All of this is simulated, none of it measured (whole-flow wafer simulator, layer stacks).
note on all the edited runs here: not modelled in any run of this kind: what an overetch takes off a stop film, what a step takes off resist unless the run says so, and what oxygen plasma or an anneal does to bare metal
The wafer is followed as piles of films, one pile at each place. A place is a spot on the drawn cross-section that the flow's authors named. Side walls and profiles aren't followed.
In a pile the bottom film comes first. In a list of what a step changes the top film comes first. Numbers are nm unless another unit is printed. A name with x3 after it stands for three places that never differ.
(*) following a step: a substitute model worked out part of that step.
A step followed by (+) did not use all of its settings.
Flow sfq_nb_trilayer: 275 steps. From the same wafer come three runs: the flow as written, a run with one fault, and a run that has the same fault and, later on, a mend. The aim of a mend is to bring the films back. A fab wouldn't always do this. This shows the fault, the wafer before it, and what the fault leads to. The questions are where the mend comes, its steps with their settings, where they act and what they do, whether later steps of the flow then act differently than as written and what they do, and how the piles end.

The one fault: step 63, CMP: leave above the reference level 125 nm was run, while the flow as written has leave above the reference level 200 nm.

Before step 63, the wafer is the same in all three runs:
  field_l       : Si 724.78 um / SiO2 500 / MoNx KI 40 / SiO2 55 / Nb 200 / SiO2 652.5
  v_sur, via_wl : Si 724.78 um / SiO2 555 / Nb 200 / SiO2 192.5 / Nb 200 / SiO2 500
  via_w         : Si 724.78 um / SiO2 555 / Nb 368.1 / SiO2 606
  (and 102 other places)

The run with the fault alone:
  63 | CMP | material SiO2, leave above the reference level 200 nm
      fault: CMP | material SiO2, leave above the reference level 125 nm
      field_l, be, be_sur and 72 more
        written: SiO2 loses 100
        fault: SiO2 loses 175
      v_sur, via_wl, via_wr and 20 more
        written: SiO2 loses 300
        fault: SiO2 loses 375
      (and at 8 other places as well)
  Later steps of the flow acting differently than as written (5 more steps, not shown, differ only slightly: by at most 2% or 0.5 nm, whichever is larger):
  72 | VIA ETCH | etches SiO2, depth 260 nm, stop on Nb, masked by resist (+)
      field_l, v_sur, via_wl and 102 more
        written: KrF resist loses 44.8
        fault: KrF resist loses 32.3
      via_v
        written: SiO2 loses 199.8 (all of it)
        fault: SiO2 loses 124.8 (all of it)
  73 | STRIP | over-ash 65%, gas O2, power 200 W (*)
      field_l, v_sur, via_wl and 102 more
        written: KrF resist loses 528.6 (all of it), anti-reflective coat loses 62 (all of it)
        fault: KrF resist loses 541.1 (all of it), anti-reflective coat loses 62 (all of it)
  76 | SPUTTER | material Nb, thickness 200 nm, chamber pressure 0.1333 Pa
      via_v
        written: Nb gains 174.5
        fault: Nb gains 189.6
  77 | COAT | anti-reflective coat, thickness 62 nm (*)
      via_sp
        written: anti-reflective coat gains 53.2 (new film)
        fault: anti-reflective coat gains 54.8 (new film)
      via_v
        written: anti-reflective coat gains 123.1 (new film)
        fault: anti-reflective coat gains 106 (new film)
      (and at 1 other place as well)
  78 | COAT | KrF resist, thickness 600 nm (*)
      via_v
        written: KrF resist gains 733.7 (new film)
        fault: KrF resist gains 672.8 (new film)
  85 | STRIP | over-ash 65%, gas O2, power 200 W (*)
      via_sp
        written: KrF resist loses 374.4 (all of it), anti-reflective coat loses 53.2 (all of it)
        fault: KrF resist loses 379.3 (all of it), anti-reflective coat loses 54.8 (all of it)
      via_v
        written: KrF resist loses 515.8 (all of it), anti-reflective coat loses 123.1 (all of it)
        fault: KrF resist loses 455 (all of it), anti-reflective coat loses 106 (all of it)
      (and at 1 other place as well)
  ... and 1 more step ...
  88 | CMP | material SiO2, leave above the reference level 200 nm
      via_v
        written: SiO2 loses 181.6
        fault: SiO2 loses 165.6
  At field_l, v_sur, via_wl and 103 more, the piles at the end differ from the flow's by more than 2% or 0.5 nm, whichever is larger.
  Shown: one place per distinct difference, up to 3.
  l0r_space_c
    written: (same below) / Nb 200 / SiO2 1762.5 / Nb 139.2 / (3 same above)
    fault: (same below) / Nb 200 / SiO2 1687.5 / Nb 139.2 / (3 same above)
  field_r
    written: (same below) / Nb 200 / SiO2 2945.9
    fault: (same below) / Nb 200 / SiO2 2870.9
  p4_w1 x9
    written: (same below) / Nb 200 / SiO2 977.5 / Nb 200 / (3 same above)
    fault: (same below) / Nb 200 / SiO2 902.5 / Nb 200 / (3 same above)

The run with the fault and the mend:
  The mend follows step 70.
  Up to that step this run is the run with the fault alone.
  70a | STRIP | over-ash 65%, gas O2, power 200 W (*)
      field_l, v_sur, via_wl and 102 more
        KrF resist loses 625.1 (all of it), anti-reflective coat loses 62 (all of it)
      via_v
        anti-reflective coat loses 62 (all of it)
  70b | PECVD | material SiO2, thickness 75 nm, 150 C, 16.67 s, RF power 183.3 W, pressure 2.4 Torr, precursor SiH4/N2O (a further turn of the flow's step 62, with different settings)
      field_l, v_sur, via_wl and 103 more
        SiO2 gains 75
  70c | COAT | anti-reflective coat, thickness 62 nm (a further turn of the flow's step 65)
      field_l, v_sur, via_wl and 103 more
        anti-reflective coat gains 62 (new film)
  70d | COAT | KrF resist, thickness 650 nm (a further turn of the flow's step 66)
      field_l, v_sur, via_wl and 103 more
        KrF resist gains 650 (new film)
  70e | SOFTBAKE | KrF resist (a further turn of the flow's step 67)
      does not change any film at any place that is followed
  70f | EXPOSE | photomask I1, dose 11.91 mJ/cm2, NA 0.6, wavelength 248 nm (*) (a further turn of the flow's step 68)
      does not change any film at any place that is followed
  70g | PEB | KrF resist, 90 s (a further turn of the flow's step 69)
      field_l, v_sur, via_wl and 103 more
        KrF resist loses 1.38
  70h | DEVELOP | KrF resist, thickness 650 nm, 60 s (a further turn of the flow's step 70)
      field_l, v_sur, via_wl and 102 more
        KrF resist loses 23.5
      via_v
        KrF resist loses 648.6 (all of it)
  Later steps of the flow that are run all act as written at every place that is followed, up to a difference of at most 2% or 0.5 nm, whichever is larger.
  When the end is reached, the piles differ only a little from the flow's at the places that both follow, at most by 2% or 0.5 nm, whichever is larger.
